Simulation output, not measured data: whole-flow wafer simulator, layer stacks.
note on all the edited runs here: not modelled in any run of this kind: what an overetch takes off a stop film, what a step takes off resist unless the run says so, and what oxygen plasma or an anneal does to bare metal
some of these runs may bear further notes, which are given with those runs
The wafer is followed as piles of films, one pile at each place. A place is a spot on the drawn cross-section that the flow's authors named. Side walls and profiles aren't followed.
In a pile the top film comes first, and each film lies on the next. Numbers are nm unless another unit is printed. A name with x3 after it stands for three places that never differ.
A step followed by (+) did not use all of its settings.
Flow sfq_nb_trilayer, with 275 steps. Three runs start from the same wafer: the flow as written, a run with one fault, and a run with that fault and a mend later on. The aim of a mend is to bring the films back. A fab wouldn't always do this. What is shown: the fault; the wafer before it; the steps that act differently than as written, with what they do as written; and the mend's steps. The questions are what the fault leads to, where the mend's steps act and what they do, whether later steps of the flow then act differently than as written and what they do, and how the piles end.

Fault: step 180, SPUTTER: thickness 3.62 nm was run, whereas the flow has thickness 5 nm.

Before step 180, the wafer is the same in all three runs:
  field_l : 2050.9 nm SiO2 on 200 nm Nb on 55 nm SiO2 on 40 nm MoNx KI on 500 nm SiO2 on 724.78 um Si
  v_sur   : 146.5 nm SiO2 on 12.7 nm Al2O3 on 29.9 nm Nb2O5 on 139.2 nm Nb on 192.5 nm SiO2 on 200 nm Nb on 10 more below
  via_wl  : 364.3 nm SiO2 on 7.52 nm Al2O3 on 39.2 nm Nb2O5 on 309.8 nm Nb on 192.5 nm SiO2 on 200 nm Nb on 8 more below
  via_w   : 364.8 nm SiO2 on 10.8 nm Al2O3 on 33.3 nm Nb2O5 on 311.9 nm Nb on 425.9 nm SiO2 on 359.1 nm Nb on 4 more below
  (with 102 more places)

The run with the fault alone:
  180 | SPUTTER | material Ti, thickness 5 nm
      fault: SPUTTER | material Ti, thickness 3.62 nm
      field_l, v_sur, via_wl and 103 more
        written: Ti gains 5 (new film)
        fault: Ti gains 3.62 (new film)
  Later steps of the flow acting differently than as written (19 more steps, not shown, differ only slightly: by at most 2% or 0.5 nm, whichever is larger):
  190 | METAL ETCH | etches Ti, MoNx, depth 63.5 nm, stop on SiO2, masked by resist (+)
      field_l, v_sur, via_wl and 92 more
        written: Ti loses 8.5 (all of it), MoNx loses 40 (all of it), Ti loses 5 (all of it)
        fault: Ti loses 8.5 (all of it), MoNx loses 40 (all of it), Ti loses 3.62 (all of it)
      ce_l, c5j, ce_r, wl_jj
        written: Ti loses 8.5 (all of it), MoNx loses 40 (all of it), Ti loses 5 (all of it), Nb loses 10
        fault: Ti loses 8.5 (all of it), MoNx loses 40 (all of it), Ti loses 3.62 (all of it), Nb loses 11.4
  The piles end different from the flow's at be_r, r_sur, res, r_end, r5r_line_l, r5r_line_c, r5r_line_r by more than 2% or 0.5 nm, whichever is larger.
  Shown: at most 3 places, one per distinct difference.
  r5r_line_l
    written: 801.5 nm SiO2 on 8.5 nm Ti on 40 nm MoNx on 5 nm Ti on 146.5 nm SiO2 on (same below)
    fault: 802.9 nm SiO2 on 8.5 nm Ti on 40 nm MoNx on 3.62 nm Ti on 146.5 nm SiO2 on (same below)
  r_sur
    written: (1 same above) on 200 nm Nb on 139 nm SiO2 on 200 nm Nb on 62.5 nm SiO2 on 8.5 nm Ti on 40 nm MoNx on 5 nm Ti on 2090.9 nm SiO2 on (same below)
    fault: (1 same above) on 200 nm Nb on 140.4 nm SiO2 on 200 nm Nb on 62.5 nm SiO2 on 8.5 nm Ti on 40 nm MoNx on 3.62 nm Ti on 2090.9 nm SiO2 on (same below)
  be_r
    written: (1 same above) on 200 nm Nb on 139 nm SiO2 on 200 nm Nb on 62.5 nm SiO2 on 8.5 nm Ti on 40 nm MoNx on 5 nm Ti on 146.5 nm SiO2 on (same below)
    fault: (1 same above) on 200 nm Nb on 140.4 nm SiO2 on 200 nm Nb on 62.5 nm SiO2 on 8.5 nm Ti on 40 nm MoNx on 3.62 nm Ti on 146.5 nm SiO2 on (same below)

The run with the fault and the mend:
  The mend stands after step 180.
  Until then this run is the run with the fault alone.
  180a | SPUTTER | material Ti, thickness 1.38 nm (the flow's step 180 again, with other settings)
      field_l, v_sur, via_wl and 103 more
        Ti gains 1.38
  Every later step of the flow that is run acts as written at every place that is followed.
  The piles end the same as the flow's at every place that both follow.
